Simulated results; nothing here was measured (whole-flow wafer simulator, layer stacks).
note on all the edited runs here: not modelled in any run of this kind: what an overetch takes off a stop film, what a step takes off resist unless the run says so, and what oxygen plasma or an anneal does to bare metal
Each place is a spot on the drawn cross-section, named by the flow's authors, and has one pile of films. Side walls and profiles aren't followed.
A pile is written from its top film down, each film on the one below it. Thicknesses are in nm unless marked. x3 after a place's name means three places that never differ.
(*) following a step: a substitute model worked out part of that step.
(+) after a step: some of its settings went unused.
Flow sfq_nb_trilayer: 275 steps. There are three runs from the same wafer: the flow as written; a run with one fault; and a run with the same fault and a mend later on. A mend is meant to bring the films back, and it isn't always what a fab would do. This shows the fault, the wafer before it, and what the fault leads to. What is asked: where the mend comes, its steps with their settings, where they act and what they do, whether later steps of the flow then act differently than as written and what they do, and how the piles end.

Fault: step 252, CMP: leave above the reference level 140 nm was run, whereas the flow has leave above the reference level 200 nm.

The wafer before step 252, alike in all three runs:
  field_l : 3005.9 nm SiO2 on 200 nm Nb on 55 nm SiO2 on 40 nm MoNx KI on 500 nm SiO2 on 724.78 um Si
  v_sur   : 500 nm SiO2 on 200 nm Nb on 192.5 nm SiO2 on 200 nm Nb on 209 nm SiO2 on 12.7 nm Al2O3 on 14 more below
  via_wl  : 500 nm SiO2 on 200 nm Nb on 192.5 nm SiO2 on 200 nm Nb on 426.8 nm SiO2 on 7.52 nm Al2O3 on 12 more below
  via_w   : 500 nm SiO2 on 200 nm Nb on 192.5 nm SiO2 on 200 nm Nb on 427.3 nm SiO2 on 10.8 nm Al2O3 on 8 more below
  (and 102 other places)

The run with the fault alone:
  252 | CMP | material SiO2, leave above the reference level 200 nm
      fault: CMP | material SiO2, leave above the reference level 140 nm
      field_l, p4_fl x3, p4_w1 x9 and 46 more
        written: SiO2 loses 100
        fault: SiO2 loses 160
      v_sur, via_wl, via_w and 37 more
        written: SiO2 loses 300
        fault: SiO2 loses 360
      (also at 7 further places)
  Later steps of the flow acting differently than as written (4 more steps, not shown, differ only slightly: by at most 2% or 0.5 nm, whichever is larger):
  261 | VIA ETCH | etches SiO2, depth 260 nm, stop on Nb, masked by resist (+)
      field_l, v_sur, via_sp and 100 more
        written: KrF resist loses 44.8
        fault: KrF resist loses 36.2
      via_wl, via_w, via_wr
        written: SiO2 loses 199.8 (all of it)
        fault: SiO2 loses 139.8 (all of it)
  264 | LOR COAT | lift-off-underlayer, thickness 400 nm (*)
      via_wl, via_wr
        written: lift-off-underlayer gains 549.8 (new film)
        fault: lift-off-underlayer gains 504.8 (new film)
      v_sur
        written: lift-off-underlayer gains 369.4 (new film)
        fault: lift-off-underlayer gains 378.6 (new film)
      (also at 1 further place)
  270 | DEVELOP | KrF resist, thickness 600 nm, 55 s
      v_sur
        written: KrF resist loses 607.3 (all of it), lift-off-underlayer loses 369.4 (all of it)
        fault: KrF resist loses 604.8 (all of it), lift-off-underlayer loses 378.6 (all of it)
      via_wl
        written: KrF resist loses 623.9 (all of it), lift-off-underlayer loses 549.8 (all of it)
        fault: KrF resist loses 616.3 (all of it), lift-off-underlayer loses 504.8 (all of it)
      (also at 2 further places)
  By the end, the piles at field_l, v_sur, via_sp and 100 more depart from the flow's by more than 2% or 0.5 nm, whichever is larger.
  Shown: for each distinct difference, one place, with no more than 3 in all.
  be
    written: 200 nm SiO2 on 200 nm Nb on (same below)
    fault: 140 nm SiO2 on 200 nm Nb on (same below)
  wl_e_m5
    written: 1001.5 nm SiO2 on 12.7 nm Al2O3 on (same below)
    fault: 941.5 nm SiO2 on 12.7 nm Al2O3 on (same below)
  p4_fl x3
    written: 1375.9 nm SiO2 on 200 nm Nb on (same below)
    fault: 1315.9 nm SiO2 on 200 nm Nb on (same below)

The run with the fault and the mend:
  The mend follows step 253.
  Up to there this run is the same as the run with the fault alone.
  253a | PECVD | material SiO2, thickness 60 nm, 150 C, 13.33 s, RF power 183.3 W, pressure 2.4 Torr, precursor SiH4/N2O (a further turn of the flow's step 251, with different settings)
      field_l, v_sur, via_wl and 103 more
        SiO2 gains 60
  Later steps of the flow that are run all act as written at every place that is followed.
  At every place that both follow, the piles at the end match the flow's.
